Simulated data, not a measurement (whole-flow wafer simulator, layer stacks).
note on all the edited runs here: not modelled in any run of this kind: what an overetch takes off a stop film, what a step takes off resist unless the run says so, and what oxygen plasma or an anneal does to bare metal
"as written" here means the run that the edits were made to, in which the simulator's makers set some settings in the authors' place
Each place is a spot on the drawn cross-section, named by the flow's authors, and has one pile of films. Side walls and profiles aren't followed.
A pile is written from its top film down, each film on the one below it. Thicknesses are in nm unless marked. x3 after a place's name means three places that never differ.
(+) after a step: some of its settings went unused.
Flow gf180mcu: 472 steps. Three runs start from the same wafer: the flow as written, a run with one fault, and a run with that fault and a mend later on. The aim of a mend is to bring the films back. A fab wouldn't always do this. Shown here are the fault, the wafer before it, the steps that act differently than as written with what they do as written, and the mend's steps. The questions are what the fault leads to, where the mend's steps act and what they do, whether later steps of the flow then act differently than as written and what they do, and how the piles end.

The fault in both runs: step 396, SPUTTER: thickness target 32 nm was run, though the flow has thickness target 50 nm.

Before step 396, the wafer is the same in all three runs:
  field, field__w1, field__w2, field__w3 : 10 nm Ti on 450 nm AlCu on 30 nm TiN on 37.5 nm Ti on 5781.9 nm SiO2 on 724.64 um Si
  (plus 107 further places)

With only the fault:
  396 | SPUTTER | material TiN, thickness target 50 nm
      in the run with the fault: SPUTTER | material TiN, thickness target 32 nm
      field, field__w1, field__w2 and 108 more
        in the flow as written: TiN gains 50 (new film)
        in the run with the fault: TiN gains 32 (new film)
  Steps further on in the flow that do not act as written (1 other step is not shown; it differs only slightly, by no more than 2% or 0.5 nm, whichever is larger):
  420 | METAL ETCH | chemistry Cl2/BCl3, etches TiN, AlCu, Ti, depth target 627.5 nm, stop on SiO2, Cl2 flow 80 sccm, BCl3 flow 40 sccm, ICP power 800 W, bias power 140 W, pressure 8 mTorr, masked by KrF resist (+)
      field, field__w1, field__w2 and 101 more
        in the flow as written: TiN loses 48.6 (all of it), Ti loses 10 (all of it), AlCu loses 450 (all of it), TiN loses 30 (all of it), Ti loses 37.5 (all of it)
        in the run with the fault: TiN loses 30.6 (all of it), Ti loses 10 (all of it), AlCu loses 450 (all of it), TiN loses 30 (all of it), Ti loses 37.5 (all of it)
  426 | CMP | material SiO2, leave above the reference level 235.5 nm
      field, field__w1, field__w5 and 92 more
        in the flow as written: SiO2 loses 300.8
        in the run with the fault: SiO2 loses 318.8
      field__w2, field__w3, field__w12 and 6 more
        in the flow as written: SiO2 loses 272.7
        in the run with the fault: SiO2 loses 291.5
  The piles end different from the flow's at field__w4, field__w8, contact, m1, m1__w1, mim, mim_1p0, m1_nw by more than 2% or 0.5 nm, whichever is larger.
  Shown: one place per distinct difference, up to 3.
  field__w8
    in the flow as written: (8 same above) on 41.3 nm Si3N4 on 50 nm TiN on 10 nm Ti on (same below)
    in the run with the fault: (8 same above) on 41.3 nm Si3N4 on 32 nm TiN on 10 nm Ti on (same below)
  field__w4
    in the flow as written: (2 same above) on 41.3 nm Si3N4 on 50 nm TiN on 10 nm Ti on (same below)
    in the run with the fault: (2 same above) on 41.3 nm Si3N4 on 32 nm TiN on 10 nm Ti on (same below)
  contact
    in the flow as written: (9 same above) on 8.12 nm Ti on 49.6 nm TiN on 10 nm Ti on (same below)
    in the run with the fault: (9 same above) on 8.12 nm Ti on 31.6 nm TiN on 10 nm Ti on (same below)

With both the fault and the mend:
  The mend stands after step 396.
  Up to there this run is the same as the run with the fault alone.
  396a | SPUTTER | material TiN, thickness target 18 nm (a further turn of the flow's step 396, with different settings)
      field, field__w1, field__w2 and 108 more
        TiN gains 18
  Later steps of the flow that are run all act as written at every place that is followed.
  By the end, the piles equal the flow's at every place that both follow.
